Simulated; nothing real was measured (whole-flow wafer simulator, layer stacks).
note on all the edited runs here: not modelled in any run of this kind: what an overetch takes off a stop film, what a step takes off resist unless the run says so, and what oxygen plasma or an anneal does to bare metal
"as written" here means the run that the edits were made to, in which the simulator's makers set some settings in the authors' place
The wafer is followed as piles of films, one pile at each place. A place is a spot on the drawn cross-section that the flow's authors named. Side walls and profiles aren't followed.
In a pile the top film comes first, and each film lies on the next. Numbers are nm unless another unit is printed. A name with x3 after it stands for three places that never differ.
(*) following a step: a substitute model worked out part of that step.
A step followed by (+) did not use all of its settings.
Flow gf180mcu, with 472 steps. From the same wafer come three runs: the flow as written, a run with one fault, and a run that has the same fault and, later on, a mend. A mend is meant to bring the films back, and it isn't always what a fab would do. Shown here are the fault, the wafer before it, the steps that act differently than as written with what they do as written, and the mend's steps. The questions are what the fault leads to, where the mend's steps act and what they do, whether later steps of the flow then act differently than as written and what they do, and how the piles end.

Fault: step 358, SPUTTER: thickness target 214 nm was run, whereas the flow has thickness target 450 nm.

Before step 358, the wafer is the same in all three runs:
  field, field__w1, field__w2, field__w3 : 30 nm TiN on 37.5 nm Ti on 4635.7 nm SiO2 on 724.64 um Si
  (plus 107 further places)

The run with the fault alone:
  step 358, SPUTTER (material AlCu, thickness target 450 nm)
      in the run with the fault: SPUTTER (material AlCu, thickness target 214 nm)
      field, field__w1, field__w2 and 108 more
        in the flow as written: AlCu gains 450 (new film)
        in the run with the fault: AlCu gains 214 (new film)
  Later steps of the flow acting differently than as written:
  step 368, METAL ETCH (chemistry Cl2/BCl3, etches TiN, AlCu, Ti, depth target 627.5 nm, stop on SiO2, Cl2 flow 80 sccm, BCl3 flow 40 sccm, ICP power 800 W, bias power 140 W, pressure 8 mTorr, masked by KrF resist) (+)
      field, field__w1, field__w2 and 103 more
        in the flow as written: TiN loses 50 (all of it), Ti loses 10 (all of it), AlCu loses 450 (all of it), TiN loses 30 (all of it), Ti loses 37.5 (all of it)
        in the run with the fault: TiN loses 50 (all of it), Ti loses 10 (all of it), AlCu loses 214 (all of it), TiN loses 30 (all of it), Ti loses 37.5 (all of it)
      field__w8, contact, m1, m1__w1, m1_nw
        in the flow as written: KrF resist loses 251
        in the run with the fault: KrF resist loses 204.9
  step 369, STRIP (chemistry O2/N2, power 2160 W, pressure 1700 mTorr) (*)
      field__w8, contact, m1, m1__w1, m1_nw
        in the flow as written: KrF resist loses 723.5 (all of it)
        in the run with the fault: KrF resist loses 769.6 (all of it)
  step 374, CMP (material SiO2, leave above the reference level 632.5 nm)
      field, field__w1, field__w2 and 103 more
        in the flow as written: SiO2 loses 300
        in the run with the fault: SiO2 loses 536
  The piles end different from the flow's at field, field__w1, field__w2 and 109 more by more than 2% or 0.5 nm, whichever is larger.
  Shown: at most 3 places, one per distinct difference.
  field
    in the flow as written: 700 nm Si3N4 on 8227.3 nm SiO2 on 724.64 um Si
    in the run with the fault: 700 nm Si3N4 on 7991.3 nm SiO2 on 724.64 um Si
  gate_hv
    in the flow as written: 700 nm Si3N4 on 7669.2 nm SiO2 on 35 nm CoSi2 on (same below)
    in the run with the fault: 700 nm Si3N4 on 7433.2 nm SiO2 on 35 nm CoSi2 on (same below)
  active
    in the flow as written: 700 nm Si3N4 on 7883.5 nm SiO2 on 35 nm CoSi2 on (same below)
    in the run with the fault: 700 nm Si3N4 on 7647.5 nm SiO2 on 35 nm CoSi2 on (same below)

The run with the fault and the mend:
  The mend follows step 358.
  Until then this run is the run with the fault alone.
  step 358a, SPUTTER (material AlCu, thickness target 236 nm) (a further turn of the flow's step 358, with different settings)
      field, field__w1, field__w2 and 108 more
        AlCu gains 236
  Every later step of the flow that is run acts as written at every place that is followed.
  The piles end the same as the flow's at every place that both follow.
